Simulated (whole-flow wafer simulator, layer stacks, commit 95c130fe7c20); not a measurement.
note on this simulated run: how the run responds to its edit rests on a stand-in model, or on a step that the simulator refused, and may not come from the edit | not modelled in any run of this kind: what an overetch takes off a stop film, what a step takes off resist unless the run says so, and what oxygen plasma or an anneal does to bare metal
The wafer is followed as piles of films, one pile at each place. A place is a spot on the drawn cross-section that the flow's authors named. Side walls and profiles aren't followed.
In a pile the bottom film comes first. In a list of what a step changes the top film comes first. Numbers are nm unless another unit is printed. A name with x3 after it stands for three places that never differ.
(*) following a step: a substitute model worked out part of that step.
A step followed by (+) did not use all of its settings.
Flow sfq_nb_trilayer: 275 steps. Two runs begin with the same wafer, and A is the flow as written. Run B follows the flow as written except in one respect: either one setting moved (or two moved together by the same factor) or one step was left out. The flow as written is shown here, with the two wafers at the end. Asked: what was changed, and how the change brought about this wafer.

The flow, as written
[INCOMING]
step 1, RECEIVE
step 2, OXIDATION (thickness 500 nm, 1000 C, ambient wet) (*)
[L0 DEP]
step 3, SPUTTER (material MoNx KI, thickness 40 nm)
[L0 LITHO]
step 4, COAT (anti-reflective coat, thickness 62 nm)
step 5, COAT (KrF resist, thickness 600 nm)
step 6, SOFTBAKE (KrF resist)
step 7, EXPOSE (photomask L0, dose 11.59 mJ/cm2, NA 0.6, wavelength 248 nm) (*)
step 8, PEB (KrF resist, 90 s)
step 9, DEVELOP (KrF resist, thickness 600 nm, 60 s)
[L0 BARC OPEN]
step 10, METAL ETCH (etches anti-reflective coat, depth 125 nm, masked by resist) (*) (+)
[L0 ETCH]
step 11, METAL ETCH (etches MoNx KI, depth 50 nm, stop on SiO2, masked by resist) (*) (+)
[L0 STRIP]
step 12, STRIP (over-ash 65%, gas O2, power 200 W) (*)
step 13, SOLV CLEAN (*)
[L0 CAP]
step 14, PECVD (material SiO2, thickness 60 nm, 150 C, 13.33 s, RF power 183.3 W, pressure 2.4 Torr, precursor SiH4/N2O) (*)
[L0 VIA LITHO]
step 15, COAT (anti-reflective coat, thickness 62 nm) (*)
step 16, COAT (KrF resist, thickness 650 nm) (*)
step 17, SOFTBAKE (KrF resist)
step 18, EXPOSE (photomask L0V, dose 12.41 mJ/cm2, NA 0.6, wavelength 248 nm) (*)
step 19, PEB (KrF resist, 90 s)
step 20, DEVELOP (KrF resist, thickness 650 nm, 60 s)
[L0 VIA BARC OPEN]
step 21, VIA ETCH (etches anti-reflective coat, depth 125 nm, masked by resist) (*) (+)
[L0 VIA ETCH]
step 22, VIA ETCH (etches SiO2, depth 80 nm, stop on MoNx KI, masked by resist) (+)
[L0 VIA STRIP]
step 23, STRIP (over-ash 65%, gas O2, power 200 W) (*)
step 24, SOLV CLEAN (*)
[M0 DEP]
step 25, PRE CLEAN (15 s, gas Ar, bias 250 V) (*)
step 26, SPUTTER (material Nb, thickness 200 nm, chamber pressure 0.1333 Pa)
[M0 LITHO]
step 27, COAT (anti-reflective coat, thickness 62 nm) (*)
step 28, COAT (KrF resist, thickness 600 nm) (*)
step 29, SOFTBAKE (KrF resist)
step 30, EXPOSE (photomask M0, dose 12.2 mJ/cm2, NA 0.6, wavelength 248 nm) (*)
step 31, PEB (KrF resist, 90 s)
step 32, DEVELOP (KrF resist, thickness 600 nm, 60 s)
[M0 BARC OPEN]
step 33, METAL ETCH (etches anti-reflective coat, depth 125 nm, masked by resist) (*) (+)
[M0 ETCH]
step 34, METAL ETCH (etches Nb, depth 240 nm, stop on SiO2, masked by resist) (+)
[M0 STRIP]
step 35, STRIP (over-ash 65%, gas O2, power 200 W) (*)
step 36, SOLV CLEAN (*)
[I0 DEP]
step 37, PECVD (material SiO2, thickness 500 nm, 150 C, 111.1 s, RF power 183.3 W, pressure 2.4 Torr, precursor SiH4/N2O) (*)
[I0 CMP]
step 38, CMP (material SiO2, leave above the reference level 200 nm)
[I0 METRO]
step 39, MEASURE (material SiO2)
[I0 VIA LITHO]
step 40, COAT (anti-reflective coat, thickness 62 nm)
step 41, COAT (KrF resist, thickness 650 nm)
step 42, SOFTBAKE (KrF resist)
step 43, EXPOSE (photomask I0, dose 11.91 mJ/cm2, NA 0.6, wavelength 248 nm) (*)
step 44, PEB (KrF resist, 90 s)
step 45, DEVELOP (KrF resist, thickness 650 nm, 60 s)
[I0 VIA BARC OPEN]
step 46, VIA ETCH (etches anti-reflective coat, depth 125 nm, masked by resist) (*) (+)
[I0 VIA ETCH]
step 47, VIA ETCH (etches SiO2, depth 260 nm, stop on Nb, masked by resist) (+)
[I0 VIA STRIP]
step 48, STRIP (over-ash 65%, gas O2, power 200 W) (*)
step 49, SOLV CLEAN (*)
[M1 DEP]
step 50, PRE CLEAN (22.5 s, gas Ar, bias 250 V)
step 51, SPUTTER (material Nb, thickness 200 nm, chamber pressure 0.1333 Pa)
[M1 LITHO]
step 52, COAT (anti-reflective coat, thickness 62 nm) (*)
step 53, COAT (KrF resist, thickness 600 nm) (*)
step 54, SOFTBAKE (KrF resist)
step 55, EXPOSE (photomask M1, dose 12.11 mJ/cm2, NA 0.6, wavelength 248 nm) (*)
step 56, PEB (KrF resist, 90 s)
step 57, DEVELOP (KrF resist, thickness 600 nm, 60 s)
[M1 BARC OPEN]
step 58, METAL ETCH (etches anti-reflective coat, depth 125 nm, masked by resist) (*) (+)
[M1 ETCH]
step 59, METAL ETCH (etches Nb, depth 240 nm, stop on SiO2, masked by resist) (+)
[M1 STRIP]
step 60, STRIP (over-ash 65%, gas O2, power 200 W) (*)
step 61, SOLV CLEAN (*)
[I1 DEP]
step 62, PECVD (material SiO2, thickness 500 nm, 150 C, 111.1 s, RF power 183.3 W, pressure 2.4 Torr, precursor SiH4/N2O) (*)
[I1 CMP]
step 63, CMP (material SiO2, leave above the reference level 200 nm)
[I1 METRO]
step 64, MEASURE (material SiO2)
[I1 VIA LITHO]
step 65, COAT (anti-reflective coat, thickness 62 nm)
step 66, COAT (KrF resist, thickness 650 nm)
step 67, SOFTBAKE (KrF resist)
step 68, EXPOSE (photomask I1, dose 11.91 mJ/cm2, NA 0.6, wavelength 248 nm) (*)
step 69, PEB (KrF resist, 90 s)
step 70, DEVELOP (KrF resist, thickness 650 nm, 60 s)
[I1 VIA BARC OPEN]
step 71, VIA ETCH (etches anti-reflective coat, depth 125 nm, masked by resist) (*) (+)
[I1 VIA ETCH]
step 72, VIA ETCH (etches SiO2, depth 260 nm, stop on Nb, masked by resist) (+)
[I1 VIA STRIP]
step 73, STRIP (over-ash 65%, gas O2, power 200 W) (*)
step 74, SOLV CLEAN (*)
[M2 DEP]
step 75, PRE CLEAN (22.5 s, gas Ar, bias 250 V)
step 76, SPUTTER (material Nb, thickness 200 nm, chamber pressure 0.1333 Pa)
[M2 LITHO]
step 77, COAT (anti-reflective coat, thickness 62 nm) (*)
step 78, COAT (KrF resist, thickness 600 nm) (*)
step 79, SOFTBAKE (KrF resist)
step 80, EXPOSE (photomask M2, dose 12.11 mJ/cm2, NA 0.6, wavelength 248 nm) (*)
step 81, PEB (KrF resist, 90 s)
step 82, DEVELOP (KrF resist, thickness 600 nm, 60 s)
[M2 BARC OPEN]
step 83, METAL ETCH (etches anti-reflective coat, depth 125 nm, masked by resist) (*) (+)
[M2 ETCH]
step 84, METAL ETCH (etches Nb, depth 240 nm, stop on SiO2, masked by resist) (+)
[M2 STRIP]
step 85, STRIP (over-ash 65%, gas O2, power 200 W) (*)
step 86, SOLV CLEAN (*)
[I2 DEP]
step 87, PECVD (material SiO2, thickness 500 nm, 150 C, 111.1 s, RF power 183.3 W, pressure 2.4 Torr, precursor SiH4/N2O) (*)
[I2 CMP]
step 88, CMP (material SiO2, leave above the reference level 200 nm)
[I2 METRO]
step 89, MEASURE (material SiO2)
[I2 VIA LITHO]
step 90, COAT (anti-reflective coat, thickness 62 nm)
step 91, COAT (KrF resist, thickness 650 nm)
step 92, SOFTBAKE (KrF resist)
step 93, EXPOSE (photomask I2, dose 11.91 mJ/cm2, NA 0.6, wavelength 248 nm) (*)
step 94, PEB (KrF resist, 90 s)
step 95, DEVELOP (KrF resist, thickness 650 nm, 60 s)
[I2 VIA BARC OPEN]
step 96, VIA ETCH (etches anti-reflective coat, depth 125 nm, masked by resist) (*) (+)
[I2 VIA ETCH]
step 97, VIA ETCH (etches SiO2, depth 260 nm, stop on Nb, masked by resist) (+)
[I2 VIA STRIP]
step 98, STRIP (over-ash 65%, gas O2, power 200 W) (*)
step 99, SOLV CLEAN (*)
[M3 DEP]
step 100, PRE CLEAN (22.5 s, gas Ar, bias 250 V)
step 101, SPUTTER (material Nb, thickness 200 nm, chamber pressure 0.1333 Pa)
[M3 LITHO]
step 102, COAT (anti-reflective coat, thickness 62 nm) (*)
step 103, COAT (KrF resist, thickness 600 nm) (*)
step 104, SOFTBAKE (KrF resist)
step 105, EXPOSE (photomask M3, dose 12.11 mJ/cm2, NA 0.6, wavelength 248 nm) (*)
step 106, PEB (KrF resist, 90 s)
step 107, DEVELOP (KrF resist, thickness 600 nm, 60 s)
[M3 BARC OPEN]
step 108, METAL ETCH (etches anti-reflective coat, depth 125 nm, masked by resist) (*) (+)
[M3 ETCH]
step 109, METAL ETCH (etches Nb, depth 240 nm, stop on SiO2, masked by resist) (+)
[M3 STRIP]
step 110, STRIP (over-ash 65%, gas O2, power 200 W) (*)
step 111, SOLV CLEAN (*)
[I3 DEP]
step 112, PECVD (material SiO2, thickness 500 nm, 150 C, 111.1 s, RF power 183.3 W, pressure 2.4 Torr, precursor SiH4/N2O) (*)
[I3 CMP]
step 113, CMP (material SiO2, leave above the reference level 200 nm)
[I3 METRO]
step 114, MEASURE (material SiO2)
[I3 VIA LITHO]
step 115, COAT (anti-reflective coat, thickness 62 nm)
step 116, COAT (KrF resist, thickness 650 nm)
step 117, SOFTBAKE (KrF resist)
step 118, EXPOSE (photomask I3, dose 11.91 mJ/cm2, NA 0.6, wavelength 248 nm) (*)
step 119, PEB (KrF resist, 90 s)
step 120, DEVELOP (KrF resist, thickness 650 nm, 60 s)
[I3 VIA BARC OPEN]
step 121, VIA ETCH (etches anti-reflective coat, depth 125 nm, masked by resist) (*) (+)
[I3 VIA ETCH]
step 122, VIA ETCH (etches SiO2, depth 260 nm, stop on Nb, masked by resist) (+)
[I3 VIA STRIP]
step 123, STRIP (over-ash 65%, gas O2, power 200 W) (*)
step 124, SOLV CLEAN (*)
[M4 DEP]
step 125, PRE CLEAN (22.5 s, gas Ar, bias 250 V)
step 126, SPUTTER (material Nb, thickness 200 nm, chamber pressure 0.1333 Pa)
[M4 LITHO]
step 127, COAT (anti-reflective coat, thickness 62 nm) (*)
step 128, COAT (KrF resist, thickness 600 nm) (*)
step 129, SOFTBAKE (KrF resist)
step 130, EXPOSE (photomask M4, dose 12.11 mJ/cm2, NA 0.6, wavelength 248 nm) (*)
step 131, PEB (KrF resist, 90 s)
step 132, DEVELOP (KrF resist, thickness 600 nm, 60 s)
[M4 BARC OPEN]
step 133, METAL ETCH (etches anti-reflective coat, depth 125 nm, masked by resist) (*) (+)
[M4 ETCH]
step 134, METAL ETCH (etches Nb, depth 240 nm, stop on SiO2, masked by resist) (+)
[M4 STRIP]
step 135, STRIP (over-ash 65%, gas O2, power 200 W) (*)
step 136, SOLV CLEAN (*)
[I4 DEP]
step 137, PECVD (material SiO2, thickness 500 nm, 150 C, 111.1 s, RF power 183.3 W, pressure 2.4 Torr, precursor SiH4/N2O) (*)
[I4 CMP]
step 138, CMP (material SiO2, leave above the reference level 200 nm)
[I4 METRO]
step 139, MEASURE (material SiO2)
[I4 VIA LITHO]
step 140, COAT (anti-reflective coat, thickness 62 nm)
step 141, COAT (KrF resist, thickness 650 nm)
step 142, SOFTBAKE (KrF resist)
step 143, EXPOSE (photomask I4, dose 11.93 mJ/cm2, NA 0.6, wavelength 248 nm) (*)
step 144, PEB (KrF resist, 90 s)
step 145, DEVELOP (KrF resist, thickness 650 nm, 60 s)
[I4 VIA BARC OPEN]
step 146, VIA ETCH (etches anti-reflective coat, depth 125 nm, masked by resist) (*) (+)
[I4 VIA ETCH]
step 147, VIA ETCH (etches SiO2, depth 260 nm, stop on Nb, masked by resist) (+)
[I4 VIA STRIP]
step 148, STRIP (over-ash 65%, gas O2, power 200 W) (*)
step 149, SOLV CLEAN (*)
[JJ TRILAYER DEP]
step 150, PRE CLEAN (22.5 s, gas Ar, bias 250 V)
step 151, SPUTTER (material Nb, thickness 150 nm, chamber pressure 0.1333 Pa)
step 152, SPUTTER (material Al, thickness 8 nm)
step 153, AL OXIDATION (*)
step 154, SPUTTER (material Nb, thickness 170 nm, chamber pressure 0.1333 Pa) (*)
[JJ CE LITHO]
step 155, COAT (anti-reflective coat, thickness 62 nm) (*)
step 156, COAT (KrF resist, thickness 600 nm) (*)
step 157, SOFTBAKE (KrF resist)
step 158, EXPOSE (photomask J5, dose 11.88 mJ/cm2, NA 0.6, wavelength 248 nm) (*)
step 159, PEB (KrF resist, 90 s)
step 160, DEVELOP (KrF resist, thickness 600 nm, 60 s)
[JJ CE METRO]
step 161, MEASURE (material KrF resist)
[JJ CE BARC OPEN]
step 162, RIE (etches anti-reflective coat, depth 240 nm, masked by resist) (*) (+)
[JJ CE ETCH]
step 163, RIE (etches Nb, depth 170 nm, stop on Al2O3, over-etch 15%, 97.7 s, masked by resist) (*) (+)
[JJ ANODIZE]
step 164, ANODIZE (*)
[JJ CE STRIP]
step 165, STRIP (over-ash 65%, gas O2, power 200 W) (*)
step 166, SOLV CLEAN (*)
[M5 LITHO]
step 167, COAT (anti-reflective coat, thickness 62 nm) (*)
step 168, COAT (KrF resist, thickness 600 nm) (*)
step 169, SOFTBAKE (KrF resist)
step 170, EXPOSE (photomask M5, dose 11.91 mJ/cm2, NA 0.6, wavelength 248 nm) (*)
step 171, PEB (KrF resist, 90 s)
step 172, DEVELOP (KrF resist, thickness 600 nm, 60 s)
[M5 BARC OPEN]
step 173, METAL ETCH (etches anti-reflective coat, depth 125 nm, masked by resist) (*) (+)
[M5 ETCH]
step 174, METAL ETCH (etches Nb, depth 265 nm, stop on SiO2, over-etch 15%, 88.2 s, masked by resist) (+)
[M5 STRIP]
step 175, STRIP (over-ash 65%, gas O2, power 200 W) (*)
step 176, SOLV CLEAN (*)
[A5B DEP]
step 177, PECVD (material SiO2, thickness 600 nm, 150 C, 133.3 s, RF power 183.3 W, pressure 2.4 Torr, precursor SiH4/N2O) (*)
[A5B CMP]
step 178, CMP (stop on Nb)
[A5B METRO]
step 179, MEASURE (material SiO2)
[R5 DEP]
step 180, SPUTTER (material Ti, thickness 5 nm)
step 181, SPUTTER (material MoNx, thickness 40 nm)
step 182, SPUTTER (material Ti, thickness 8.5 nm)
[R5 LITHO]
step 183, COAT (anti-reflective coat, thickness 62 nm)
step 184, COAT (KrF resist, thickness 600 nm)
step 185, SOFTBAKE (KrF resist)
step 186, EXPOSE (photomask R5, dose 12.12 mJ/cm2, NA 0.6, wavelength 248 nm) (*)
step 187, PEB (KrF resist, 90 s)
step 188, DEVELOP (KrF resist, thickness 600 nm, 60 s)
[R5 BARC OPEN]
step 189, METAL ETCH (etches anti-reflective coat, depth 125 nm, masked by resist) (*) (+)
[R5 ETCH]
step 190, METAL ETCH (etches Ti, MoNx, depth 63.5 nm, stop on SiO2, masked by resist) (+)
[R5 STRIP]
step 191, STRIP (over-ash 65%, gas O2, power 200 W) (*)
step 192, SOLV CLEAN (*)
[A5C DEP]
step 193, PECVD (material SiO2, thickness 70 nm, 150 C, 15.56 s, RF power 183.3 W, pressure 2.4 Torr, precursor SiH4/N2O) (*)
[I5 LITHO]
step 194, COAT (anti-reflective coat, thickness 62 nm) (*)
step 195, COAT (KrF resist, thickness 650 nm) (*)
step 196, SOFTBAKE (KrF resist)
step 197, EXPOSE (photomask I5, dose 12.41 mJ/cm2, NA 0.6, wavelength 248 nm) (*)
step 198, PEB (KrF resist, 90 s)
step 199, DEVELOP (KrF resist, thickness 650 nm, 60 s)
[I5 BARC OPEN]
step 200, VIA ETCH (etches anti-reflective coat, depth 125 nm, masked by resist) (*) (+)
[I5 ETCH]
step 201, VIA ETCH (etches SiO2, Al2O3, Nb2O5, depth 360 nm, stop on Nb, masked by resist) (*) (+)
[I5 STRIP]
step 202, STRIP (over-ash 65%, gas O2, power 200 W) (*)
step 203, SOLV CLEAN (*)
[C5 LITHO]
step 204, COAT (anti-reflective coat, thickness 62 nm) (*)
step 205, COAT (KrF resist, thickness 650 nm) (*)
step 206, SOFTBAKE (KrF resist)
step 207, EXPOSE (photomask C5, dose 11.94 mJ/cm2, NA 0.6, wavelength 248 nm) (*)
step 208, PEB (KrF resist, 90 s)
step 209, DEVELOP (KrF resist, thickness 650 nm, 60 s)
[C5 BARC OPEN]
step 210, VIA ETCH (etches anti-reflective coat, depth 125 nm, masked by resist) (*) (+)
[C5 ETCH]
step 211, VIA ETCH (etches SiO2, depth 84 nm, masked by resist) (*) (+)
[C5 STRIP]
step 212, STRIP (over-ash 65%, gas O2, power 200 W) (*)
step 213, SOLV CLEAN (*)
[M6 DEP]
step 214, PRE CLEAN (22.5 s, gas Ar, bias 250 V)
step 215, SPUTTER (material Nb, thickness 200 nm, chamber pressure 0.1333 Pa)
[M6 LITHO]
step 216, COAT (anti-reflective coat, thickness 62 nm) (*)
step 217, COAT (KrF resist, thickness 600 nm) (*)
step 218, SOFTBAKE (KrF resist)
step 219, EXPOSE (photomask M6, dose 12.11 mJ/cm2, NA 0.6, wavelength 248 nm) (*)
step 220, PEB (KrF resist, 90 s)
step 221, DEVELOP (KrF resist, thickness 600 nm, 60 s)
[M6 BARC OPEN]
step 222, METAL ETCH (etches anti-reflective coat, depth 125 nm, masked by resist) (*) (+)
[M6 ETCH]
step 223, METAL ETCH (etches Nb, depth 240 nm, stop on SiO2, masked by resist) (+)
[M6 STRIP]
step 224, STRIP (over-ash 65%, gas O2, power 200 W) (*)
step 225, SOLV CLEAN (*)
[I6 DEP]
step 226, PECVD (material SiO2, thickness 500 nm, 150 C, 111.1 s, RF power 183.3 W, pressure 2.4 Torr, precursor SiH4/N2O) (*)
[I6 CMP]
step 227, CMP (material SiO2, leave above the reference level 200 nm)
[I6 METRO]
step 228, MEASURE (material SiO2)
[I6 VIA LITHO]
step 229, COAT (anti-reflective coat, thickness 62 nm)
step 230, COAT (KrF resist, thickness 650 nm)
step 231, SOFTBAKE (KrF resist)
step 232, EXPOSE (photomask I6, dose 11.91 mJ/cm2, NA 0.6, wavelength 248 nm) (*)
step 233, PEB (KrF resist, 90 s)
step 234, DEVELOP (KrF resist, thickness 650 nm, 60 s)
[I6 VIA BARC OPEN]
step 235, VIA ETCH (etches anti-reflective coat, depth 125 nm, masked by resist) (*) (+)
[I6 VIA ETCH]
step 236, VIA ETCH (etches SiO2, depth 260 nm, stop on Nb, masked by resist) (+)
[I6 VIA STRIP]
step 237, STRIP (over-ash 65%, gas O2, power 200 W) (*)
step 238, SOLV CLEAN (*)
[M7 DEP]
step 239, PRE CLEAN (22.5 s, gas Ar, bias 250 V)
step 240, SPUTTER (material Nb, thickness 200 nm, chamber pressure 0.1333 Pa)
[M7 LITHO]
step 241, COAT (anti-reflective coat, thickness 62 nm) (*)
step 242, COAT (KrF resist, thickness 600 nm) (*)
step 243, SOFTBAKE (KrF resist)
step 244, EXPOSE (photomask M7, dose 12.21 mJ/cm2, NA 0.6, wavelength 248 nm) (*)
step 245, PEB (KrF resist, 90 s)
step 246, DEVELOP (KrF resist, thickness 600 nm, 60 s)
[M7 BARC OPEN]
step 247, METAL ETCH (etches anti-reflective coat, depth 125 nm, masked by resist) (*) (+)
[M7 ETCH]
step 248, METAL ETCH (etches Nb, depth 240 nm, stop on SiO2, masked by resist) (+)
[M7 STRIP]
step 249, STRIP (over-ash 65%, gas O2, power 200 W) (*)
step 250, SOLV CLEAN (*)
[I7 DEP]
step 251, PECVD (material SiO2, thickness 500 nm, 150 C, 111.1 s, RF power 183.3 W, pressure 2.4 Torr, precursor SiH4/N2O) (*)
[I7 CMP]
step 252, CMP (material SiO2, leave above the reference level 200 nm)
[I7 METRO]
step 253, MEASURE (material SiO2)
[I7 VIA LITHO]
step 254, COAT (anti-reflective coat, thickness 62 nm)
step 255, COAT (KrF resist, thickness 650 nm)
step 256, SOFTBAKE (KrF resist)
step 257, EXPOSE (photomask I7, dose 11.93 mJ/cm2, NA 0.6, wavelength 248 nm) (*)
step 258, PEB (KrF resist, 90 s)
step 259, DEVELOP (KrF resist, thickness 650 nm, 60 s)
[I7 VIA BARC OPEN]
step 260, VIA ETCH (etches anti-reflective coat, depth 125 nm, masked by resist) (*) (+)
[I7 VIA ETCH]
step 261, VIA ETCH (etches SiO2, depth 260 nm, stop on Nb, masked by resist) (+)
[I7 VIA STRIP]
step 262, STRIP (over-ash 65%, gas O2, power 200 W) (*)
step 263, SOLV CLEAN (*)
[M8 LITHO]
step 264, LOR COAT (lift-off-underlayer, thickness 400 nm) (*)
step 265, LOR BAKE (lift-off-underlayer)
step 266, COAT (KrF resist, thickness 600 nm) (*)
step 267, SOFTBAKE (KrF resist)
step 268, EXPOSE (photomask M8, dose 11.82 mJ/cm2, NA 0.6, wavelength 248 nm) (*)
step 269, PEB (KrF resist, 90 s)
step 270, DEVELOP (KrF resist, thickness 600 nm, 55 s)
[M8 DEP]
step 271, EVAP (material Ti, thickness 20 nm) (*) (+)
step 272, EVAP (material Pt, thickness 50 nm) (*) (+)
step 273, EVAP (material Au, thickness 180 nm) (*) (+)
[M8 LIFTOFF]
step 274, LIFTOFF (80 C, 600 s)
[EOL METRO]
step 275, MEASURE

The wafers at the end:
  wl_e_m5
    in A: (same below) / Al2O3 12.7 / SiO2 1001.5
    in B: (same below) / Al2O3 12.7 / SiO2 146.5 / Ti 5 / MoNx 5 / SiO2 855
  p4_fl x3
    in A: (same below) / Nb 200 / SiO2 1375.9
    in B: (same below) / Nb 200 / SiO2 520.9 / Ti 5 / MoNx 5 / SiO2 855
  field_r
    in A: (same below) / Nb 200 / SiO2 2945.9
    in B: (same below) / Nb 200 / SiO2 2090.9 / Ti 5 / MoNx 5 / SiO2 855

What caused this: step 181, SPUTTER: thickness 60 nm was run, though the flow has thickness 40 nm.

How this came from the change, step by step:
  step 181, SPUTTER (material MoNx, thickness 40 nm)
      field_l, v_sur, via_wl and 103 more: A +40 MoNx (new film) | B +60 MoNx (new film)
  step 190, METAL ETCH (etches Ti, MoNx, depth 63.5 nm, stop on SiO2, masked by resist) (+)
      field_l, v_sur, via_wl and 92 more: A -8.5 Ti (all of it), -40 MoNx (all of it), -5 Ti (all of it) | B -8.5 Ti (all of it), -55 MoNx
      ce_l, c5j, ce_r, wl_jj: A -8.5 Ti (all of it), -40 MoNx (all of it), -5 Ti (all of it), -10 Nb | B -8.5 Ti (all of it), -55 MoNx
  step 193, PECVD (material SiO2, thickness 70 nm, 150 C, 15.56 s, RF power 183.3 W, pressure 2.4 Torr, precursor SiH4/N2O) (*)
      field_l, v_sur, via_wl and 92 more: A +70 SiO2 | B +70 SiO2 (new film)
  step 194, COAT (anti-reflective coat, thickness 62 nm) (*)
      wl_j_sl, wl_j_sr: A +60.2 anti-reflective coat (new film) | B +62 anti-reflective coat (new film)
      r5r_spacepad_l, r5r_spacepad_r: A +84.4 anti-reflective coat (new film) | B +88.7 anti-reflective coat (new film)
      (and at 12 other places as well)
  step 201, VIA ETCH (etches SiO2, Al2O3, Nb2O5, depth 360 nm, stop on Nb, masked by resist) (*) (+)
      be: A -216.4 SiO2 (all of it), -12.7 Al2O3 (all of it), -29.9 Nb2O5 (all of it) | B -69.8 SiO2 (all of it), -5 MoNx (all of it), -5 Ti (all of it), -146.5 SiO2 (all of it), -12.7 Al2O3 (all of it), -29.9 Nb2O5 (all of it)
  step 202, STRIP (over-ash 65%, gas O2, power 200 W) (*)
      wl_j_sl, wl_j_sr: A -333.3 KrF resist (all of it), -60.2 anti-reflective coat (all of it) | B -333 KrF resist (all of it), -62 anti-reflective coat (all of it)
      r5r_spacepad_l, r5r_spacepad_r: A -335.6 KrF resist (all of it), -84.4 anti-reflective coat (all of it) | B -335.9 KrF resist (all of it), -88.7 anti-reflective coat (all of it)
      (and at 12 other places as well)
  step 204, COAT (anti-reflective coat, thickness 62 nm) (*)
      wl_j_sl, wl_j_sr: A +60.2 anti-reflective coat (new film) | B +62 anti-reflective coat (new film)
      r5r_spacepad_l, r5r_spacepad_r: A +84.4 anti-reflective coat (new film) | B +88.7 anti-reflective coat (new film)
      (and at 12 other places as well)
  step 210, VIA ETCH (etches anti-reflective coat, depth 125 nm, masked by resist) (*) (+)
      c5j: A -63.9 anti-reflective coat (all of it), -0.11 SiO2 | B -61.2 anti-reflective coat (all of it), -0.11 SiO2
  step 211, VIA ETCH (etches SiO2, depth 84 nm, masked by resist) (*) (+)
      c5j: A -69.9 SiO2 (all of it), -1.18 Nb | B -69.9 SiO2 (all of it)
  step 212, STRIP (over-ash 65%, gas O2, power 200 W) (*)
      wl_j_sl, wl_j_sr: A -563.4 KrF resist (all of it), -60.2 anti-reflective coat (all of it) | B -564 KrF resist (all of it), -62 anti-reflective coat (all of it)
      r5r_spacepad_l, r5r_spacepad_r: A -565.8 KrF resist (all of it), -84.4 anti-reflective coat (all of it) | B -566.9 KrF resist (all of it), -88.7 anti-reflective coat (all of it)
      (and at 11 other places as well)
  step 214, PRE CLEAN (22.5 s, gas Ar, bias 250 V)
      c5j: A -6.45 Nb | B -5 MoNx (all of it), -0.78 Ti
  step 215, SPUTTER (material Nb, thickness 200 nm, chamber pressure 0.1333 Pa)
      c5j: A +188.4 Nb | B +189.1 Nb (new film)
  step 216, COAT (anti-reflective coat, thickness 62 nm) (*)
      r5r_line_l, r5r_line_c, r5r_line_r: A +50 anti-reflective coat (new film) | B +48.6 anti-reflective coat (new film)
      wl_j_sl, wl_j_sr: A +60.2 anti-reflective coat (new film) | B +62 anti-reflective coat (new film)
      (and at 11 other places as well)
  step 222, METAL ETCH (etches anti-reflective coat, depth 125 nm, masked by resist) (*) (+)
      r5r_line_l, r5r_line_c, r5r_line_r: A -50 anti-reflective coat (all of it) | B -48.6 anti-reflective coat (all of it)
      r5r_spacepad_l, r5r_spacepad_r: A -85.7 anti-reflective coat (all of it) | B -90.7 anti-reflective coat (all of it)
      (and at 1 other place as well)
  step 224, STRIP (over-ash 65%, gas O2, power 200 W) (*)
      wl_j_sl, wl_j_sr: A -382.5 KrF resist (all of it), -60.2 anti-reflective coat (all of it) | B -382.4 KrF resist (all of it), -62 anti-reflective coat (all of it)
      jj_sur: A -378.5 KrF resist (all of it), -56.1 anti-reflective coat (all of it) | B -378.3 KrF resist (all of it), -58.9 anti-reflective coat (all of it)
      (and at 7 other places as well)
  step 227, CMP (material SiO2, leave above the reference level 200 nm)
      r5r_line_l, r5r_spacepad_l, r5r_spacepad_r, r5r_line_c, r5r_line_r: A -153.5 SiO2 | B -163.5 SiO2
      ce_l, ce_r, wl_jj: A -290 SiO2 | B -300 SiO2
      (and at 5 other places as well)
With metal films that touch counted as one body, wl_e_m5 has 7 bodies (between them, from the top down: SiO2 146.5 / Al2O3 12.7 / Nb2O5 29.9; SiO2 192.5; SiO2 192.5; SiO2 192.5; SiO2 192.5; SiO2 192.5); the flow as written gives 6 bodies (between them, from the top down: SiO2 192.5; SiO2 192.5; SiO2 192.5; SiO2 192.5; SiO2 192.5).
With metal films that touch counted as one body, p4_fl x3 has 3 bodies (between them, from the top down: SiO2 520.9; SiO2 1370); the flow as written gives 2 bodies (between them, from the top down: SiO2 1370).
With metal films that touch counted as one body, field_r has 2 bodies (between them, from the top down: SiO2 2090.9); the flow as written gives 1 body.
